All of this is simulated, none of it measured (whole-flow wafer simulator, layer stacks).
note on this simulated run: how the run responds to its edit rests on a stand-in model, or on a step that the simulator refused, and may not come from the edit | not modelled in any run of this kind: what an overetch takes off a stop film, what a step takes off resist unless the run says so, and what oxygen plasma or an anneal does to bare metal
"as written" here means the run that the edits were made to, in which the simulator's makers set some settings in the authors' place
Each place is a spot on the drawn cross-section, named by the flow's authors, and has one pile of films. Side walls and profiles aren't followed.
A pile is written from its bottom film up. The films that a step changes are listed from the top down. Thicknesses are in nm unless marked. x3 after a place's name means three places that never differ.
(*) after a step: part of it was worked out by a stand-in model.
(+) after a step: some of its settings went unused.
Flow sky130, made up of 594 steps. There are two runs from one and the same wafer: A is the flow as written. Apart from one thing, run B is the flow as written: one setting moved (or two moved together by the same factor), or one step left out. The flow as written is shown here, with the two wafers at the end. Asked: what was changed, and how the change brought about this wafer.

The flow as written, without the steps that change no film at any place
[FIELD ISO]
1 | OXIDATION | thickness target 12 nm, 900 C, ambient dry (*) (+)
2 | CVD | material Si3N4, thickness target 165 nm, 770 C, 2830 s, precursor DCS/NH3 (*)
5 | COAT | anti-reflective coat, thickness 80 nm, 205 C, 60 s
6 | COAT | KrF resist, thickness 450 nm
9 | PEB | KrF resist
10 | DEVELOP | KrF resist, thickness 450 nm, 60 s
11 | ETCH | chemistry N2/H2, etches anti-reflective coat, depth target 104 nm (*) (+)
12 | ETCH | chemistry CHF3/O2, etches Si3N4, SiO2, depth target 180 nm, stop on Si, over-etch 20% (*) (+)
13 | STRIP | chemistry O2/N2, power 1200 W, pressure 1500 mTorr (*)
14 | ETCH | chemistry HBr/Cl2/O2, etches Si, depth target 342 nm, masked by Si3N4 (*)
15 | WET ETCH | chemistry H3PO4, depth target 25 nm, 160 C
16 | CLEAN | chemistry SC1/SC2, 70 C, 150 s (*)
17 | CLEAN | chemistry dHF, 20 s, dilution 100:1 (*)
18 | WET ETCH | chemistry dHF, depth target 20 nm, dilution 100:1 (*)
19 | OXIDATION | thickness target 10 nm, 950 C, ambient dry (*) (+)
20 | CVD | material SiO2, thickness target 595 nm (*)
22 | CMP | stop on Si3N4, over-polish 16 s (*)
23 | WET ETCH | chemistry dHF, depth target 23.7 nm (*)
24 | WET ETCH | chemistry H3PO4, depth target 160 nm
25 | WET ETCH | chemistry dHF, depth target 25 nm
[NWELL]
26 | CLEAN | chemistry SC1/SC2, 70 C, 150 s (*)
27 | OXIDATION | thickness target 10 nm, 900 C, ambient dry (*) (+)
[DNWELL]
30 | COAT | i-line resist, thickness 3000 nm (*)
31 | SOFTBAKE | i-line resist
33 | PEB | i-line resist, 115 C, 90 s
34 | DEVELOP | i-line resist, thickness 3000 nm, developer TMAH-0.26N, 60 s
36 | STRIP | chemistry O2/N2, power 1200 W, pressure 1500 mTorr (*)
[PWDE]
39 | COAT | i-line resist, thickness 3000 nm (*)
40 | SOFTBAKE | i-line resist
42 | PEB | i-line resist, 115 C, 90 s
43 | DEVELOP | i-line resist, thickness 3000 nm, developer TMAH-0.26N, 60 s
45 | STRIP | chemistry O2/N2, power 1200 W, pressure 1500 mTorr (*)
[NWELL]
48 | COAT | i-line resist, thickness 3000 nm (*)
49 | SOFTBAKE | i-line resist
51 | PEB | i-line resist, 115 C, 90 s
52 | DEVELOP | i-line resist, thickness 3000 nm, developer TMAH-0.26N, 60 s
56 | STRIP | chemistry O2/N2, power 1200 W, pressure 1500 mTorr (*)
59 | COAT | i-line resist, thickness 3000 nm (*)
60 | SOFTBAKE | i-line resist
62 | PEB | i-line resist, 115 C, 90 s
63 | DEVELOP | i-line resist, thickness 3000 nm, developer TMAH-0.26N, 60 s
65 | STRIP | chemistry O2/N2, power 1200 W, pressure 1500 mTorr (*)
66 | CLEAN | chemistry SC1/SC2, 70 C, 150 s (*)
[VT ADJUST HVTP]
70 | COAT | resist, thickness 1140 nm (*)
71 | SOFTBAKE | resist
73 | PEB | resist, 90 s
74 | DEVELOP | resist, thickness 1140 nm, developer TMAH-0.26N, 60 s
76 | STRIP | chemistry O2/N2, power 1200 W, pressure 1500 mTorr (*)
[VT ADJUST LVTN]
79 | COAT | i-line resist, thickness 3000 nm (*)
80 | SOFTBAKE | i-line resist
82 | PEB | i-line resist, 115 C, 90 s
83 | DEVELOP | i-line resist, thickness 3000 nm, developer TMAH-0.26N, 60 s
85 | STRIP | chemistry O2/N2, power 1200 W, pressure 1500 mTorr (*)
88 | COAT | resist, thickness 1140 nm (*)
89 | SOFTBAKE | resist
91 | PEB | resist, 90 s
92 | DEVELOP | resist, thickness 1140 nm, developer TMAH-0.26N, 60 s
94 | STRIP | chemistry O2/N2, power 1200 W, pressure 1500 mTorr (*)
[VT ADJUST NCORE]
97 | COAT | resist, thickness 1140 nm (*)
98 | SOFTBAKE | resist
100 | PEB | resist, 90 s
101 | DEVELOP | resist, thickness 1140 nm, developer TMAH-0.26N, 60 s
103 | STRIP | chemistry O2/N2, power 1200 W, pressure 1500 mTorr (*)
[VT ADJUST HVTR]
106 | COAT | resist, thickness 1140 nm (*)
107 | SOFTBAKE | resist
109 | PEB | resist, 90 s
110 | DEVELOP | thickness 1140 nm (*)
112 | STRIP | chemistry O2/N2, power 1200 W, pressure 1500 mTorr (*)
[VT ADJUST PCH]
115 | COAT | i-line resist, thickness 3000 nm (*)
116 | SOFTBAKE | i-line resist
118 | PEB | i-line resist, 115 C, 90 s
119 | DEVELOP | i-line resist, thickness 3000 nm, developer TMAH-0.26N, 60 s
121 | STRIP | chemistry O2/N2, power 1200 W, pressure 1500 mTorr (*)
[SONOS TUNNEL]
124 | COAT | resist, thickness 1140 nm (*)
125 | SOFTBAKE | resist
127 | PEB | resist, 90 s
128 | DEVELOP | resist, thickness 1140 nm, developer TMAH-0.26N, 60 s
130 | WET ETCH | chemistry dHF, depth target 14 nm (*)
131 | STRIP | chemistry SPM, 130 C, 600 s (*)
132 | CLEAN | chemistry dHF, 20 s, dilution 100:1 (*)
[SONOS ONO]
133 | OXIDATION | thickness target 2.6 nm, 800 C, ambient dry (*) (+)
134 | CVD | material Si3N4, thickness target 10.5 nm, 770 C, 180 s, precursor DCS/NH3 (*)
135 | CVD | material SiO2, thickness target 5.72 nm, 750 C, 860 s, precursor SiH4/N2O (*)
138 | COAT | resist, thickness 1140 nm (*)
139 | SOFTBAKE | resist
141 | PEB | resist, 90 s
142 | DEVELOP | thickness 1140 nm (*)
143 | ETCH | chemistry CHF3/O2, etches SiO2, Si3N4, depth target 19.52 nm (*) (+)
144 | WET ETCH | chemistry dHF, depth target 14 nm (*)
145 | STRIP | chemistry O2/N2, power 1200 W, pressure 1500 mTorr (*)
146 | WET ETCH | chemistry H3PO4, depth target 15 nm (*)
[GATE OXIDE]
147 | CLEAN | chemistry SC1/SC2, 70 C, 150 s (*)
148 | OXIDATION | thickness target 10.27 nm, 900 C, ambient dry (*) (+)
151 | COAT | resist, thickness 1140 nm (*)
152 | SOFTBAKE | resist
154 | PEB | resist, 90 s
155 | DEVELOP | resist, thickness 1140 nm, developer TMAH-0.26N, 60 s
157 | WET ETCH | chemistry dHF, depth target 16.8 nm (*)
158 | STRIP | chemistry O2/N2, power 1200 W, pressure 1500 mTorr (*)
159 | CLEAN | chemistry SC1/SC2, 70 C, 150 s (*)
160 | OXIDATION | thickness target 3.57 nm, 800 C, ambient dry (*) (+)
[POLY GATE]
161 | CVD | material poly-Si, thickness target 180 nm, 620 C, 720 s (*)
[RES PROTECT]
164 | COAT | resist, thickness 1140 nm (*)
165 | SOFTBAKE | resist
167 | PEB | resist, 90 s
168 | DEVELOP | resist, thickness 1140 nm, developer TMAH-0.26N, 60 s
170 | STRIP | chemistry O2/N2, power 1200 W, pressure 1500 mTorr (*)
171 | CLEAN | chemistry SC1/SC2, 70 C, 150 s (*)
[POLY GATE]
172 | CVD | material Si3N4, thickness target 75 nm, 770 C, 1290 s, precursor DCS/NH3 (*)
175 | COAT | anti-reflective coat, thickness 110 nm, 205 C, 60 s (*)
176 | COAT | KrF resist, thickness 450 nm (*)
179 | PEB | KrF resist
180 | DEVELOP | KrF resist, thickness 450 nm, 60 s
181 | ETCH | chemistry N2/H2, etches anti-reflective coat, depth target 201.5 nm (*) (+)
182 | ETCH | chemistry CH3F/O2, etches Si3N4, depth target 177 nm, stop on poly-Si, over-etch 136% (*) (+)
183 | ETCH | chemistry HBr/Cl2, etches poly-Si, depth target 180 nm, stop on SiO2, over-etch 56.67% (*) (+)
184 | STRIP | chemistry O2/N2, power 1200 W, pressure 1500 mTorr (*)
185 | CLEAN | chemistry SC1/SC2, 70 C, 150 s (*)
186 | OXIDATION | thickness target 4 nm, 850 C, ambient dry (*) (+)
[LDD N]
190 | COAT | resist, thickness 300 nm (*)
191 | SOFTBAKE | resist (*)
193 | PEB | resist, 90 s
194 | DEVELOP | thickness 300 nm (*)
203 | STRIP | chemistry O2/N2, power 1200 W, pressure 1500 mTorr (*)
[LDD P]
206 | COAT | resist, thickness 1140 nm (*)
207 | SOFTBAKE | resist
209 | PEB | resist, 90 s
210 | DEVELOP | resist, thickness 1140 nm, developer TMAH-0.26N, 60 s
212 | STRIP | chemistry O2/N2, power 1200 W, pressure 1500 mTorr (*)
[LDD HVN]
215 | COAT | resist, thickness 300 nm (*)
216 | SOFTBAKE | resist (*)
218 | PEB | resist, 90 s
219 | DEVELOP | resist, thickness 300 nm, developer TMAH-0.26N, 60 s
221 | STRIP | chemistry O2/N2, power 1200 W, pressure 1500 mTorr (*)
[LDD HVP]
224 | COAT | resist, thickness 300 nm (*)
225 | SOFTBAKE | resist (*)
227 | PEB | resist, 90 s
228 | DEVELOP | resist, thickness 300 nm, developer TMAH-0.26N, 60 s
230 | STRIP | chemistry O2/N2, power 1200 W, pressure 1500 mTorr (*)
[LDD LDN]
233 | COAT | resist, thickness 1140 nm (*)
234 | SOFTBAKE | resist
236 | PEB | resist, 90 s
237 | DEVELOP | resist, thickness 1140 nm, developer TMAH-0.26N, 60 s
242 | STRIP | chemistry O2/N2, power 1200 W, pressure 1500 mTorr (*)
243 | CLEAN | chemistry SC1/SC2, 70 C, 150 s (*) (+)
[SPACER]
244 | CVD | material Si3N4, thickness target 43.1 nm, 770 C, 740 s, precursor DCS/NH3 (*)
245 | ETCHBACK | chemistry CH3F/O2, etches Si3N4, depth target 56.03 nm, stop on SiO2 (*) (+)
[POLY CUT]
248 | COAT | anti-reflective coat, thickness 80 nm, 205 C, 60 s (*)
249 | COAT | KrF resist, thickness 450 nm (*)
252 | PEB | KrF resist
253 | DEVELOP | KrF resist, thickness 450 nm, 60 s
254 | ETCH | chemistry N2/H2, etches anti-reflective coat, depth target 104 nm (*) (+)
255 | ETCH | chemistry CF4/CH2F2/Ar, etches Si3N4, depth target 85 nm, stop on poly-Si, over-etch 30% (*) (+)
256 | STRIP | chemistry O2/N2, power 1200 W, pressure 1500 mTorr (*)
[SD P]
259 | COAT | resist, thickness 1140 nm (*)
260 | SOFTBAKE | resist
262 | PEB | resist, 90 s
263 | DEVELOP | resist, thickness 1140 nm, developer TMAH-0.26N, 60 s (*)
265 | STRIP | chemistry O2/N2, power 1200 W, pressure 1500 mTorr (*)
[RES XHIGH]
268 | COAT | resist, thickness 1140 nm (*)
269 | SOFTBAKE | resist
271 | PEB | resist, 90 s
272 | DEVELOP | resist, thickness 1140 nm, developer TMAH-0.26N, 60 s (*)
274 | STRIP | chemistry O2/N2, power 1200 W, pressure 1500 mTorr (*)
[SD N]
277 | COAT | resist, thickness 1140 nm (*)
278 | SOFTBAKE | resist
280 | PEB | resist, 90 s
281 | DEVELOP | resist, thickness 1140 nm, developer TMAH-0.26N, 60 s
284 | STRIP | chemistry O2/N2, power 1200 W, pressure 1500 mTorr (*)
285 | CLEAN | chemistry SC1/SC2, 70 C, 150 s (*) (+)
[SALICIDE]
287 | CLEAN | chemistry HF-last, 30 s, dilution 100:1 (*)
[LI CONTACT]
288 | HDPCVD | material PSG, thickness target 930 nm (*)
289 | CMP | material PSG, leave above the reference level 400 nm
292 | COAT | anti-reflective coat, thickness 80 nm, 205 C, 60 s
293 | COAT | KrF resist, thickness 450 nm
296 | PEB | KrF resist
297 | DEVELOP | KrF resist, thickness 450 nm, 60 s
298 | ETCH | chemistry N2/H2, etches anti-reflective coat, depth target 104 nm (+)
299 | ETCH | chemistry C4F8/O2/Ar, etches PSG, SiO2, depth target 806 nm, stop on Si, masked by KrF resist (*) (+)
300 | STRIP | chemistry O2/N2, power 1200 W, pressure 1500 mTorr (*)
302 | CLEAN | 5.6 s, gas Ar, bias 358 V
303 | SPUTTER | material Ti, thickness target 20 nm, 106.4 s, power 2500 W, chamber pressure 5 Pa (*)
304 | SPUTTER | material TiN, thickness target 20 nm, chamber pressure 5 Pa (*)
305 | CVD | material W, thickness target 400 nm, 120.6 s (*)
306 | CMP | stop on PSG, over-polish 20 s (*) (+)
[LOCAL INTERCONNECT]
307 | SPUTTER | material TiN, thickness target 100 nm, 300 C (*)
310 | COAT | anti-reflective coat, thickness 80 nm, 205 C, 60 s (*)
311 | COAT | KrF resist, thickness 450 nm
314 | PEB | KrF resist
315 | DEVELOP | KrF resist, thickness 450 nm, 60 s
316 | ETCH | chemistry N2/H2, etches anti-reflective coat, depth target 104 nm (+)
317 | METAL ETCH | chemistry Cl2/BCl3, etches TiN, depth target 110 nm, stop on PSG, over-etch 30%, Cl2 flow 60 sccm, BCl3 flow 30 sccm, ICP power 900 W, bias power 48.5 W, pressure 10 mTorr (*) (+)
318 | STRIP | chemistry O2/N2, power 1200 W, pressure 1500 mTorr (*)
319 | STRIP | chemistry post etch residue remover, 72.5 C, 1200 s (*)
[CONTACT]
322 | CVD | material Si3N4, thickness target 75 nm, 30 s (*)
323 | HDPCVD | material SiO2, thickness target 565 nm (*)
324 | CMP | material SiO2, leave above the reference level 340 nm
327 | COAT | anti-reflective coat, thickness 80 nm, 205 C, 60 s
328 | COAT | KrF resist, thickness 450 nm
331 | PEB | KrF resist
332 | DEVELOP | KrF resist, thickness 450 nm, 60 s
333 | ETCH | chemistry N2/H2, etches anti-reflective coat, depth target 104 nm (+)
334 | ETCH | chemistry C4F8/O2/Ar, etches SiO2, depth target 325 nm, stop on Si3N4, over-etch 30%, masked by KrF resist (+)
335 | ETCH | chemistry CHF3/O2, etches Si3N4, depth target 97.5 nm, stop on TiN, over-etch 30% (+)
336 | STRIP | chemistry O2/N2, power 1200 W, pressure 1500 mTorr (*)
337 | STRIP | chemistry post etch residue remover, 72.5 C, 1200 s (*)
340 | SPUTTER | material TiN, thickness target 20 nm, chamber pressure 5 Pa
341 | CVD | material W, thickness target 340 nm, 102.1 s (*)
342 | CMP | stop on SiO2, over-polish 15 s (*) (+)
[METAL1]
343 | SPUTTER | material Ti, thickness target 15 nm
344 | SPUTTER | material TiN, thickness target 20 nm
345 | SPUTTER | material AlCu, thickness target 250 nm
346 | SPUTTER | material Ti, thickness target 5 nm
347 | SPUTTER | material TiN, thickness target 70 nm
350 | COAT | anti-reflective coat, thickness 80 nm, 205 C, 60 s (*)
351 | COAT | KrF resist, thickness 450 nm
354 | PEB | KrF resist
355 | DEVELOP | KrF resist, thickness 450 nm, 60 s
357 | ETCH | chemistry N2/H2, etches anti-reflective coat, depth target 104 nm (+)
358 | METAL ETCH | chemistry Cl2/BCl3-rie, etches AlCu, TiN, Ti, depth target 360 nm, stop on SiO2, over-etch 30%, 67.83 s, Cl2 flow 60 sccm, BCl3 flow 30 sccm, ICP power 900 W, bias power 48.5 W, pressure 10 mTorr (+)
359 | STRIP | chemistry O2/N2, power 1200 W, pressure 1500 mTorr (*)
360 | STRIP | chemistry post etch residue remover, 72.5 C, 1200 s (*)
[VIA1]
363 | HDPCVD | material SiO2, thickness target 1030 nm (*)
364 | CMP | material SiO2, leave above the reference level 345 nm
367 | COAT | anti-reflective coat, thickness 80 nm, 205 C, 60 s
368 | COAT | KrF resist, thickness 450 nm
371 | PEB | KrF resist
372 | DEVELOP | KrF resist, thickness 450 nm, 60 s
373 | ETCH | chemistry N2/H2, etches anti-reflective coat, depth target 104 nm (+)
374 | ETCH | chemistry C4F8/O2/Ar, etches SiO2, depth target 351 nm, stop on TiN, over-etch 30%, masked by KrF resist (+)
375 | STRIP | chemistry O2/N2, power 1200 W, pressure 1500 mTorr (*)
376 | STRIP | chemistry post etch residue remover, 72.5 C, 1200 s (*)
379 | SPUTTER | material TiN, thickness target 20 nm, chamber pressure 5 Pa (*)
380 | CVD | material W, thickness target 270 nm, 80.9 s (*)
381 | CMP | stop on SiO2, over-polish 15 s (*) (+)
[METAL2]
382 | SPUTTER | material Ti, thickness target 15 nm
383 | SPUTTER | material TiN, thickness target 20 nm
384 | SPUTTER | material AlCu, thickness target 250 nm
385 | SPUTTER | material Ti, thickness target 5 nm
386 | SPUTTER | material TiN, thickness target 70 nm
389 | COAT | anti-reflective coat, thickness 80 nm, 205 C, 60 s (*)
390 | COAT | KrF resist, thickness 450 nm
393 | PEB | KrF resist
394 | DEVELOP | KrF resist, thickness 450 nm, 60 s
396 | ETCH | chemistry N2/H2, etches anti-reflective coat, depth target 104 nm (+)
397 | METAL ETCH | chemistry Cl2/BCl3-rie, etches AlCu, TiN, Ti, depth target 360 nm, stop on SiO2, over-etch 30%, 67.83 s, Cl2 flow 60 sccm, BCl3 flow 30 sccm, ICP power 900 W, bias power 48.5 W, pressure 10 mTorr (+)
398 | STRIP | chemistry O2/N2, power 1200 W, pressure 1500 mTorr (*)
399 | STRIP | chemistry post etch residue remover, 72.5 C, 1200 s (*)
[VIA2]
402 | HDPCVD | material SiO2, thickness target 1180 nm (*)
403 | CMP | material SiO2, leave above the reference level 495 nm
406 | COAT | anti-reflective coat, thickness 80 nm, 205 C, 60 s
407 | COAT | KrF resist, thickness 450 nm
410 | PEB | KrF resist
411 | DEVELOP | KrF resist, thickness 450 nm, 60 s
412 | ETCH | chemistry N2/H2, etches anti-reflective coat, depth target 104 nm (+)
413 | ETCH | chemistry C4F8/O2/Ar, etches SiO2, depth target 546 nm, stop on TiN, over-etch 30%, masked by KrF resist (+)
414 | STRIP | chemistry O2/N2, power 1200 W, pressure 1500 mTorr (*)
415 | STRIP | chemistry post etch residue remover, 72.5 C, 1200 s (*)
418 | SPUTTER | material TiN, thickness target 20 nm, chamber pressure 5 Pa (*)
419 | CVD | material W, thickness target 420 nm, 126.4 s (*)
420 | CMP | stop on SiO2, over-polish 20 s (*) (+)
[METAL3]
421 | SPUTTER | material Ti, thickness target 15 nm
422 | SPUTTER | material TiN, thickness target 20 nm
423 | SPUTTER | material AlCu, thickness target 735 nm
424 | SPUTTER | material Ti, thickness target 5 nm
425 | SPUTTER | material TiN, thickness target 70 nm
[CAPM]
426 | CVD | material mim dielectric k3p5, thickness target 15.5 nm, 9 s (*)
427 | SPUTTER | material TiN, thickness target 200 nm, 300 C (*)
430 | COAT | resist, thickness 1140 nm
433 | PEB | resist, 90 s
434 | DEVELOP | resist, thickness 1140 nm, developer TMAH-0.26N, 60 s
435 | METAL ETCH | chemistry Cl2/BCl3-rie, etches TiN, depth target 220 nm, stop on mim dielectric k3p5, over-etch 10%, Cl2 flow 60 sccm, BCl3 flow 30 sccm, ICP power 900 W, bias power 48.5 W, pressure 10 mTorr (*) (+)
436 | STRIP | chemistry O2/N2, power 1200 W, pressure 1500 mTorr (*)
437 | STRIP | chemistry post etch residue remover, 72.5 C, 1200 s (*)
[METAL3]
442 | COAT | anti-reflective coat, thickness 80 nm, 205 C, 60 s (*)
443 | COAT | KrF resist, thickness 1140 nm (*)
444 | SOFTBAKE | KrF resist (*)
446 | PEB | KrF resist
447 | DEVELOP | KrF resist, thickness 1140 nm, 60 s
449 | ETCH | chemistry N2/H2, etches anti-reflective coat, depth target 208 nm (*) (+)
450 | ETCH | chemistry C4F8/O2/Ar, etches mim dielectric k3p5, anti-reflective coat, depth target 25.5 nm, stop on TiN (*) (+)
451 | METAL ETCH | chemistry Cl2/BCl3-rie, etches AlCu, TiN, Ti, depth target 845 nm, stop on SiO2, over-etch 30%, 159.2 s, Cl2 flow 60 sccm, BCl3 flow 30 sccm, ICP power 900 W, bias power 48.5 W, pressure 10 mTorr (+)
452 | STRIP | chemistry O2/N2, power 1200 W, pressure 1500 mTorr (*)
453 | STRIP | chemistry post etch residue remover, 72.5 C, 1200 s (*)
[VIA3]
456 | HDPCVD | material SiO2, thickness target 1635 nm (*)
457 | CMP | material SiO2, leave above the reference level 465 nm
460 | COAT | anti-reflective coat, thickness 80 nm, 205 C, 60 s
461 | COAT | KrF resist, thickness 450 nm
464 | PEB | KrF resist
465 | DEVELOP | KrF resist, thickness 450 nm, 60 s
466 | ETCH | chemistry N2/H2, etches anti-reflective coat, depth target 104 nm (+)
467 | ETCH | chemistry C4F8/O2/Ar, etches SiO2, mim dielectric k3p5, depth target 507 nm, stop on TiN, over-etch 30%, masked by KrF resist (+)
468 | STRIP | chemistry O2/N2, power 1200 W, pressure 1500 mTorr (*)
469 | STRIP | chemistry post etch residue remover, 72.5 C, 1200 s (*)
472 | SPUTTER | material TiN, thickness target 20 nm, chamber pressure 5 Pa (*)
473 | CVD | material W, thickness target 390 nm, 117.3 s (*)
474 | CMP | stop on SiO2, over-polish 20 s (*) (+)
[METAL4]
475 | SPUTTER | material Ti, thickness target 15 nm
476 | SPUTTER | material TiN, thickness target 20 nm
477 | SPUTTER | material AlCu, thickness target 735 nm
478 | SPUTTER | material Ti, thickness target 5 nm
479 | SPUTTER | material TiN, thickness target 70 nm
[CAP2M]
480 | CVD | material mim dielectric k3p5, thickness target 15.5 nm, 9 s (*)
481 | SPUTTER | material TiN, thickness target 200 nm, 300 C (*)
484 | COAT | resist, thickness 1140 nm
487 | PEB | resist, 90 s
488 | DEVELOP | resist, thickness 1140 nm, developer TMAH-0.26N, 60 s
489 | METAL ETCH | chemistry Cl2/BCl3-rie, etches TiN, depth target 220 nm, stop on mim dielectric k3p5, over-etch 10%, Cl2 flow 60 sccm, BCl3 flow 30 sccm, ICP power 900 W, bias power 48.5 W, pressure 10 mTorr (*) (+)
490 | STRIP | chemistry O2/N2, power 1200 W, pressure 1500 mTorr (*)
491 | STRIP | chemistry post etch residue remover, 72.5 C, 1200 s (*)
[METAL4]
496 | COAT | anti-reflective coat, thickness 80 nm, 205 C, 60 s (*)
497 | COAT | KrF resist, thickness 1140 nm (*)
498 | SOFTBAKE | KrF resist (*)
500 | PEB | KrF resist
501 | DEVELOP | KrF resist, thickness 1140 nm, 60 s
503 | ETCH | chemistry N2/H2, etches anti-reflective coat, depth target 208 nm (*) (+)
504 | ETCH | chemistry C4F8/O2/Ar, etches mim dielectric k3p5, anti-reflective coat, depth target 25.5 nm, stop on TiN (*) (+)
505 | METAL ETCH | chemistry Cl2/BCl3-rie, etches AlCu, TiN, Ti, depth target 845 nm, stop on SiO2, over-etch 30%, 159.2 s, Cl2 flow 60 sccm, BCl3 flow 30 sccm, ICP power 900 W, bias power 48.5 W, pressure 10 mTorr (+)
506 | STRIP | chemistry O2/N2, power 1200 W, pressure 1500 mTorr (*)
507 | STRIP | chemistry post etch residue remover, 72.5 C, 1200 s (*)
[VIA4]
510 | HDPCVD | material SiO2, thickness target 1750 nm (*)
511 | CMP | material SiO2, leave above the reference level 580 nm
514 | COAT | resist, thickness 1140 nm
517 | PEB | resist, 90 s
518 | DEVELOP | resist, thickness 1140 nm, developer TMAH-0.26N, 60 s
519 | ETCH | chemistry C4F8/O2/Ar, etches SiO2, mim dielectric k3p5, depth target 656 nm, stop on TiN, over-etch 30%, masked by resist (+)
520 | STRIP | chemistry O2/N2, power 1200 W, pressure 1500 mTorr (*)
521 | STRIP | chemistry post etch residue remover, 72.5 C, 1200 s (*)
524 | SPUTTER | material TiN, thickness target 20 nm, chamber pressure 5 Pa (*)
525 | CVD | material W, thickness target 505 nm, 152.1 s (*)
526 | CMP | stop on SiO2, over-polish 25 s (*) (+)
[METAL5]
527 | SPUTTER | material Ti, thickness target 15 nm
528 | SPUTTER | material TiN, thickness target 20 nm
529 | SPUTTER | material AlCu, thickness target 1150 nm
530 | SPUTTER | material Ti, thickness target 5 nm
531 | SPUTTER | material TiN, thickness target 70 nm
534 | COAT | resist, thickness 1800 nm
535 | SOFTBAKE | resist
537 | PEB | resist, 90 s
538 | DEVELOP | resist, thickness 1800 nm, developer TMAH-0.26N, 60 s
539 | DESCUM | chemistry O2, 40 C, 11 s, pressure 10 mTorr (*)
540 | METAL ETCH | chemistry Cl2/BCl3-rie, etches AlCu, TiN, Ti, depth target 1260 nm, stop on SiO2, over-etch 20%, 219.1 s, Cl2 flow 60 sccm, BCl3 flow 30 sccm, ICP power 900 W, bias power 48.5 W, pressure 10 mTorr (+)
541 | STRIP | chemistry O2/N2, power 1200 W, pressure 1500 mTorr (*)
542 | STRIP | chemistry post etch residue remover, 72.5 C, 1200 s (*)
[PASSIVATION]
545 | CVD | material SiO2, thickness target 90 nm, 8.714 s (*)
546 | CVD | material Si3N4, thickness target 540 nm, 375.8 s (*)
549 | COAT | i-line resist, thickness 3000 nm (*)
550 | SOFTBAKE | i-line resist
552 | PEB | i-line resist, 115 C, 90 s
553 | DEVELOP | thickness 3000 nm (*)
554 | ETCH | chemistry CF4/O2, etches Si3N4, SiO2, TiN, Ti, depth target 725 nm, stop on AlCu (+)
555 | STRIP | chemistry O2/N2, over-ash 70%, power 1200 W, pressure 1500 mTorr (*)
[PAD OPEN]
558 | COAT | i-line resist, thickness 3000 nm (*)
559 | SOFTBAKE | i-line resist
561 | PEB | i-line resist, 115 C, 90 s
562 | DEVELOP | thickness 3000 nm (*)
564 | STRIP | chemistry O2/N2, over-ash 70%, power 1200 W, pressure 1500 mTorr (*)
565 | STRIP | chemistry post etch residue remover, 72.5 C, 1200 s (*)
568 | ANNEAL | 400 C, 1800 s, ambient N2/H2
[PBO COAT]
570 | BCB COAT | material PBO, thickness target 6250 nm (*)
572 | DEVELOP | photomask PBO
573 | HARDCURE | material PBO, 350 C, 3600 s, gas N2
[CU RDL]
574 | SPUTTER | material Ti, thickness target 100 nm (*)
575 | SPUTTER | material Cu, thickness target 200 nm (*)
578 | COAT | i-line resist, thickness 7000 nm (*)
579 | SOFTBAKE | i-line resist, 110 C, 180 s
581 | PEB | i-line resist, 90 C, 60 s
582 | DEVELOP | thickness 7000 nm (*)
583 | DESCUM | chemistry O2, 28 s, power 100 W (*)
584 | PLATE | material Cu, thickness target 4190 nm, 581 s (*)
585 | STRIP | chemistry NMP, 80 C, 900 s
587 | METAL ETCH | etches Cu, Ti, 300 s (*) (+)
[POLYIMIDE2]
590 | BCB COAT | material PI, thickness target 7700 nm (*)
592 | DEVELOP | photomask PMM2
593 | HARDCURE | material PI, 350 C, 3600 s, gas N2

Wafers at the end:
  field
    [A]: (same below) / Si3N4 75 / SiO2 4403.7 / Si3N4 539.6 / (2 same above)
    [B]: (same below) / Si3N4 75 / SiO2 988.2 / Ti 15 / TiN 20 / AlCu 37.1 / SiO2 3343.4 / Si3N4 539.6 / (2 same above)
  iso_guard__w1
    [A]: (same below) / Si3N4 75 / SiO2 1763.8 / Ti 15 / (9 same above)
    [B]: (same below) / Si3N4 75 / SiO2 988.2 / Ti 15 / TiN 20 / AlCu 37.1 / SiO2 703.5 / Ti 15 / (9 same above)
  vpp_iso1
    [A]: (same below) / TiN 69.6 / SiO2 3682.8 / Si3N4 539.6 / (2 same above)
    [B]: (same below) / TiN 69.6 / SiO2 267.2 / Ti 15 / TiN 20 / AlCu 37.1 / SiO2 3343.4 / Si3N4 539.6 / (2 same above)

What caused this: step 397, METAL ETCH: depth target 216 nm was run, though the flow has depth target 360 nm.

How this came from the change, step by step:
  397 | METAL ETCH | chemistry Cl2/BCl3-rie, etches AlCu, TiN, Ti, depth target 360 nm, stop on SiO2, over-etch 30%, 67.83 s, Cl2 flow 60 sccm, BCl3 flow 30 sccm, ICP power 900 W, bias power 48.5 W, pressure 10 mTorr (+)
      field, active, gate and 82 more: A -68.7 TiN (all of it), -5 Ti (all of it), -250 AlCu (all of it), -20 TiN (all of it), -15 Ti (all of it), -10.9 SiO2 | B -68.7 TiN (all of it), -5 Ti (all of it), -207.1 AlCu
      n_well, p_well, gate_hv and 103 more: A -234 KrF resist | B -140.4 KrF resist
  398 | STRIP | chemistry O2/N2, power 1200 W, pressure 1500 mTorr (*)
      n_well, p_well, gate_hv and 101 more: A -141.4 KrF resist (all of it), -80 anti-reflective coat (all of it) | B -235 KrF resist (all of it), -80 anti-reflective coat (all of it)
      m1, via1_hole: A -141.5 KrF resist (all of it), -80.4 anti-reflective coat (all of it) | B -235.1 KrF resist (all of it), -80.4 anti-reflective coat (all of it)
  399 | STRIP | chemistry post etch residue remover, 72.5 C, 1200 s (*)
      field, active, gate and 82 more: A nothing | B -5.72 AlCu
  402 | HDPCVD | material SiO2, thickness target 1180 nm (*)
      field, active, gate and 82 more: A +1180 SiO2 | B +1180 SiO2 (new film)
  403 | CMP | material SiO2, leave above the reference level 495 nm
      field, active, gate and 82 more: A -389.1 SiO2 | B -472.1 SiO2
Taking metal films that touch as one body, field has 1 body; the flow as written gives 0 bodies.
Taking metal films that touch as one body, iso_guard__w1 has 2 bodies (between them, from the top down: SiO2 703.5); the flow as written gives 1 body.
Taking metal films that touch as one body, vpp_iso1 has 2 bodies (between them, from the top down: SiO2 267.2); the flow as written gives 1 body.
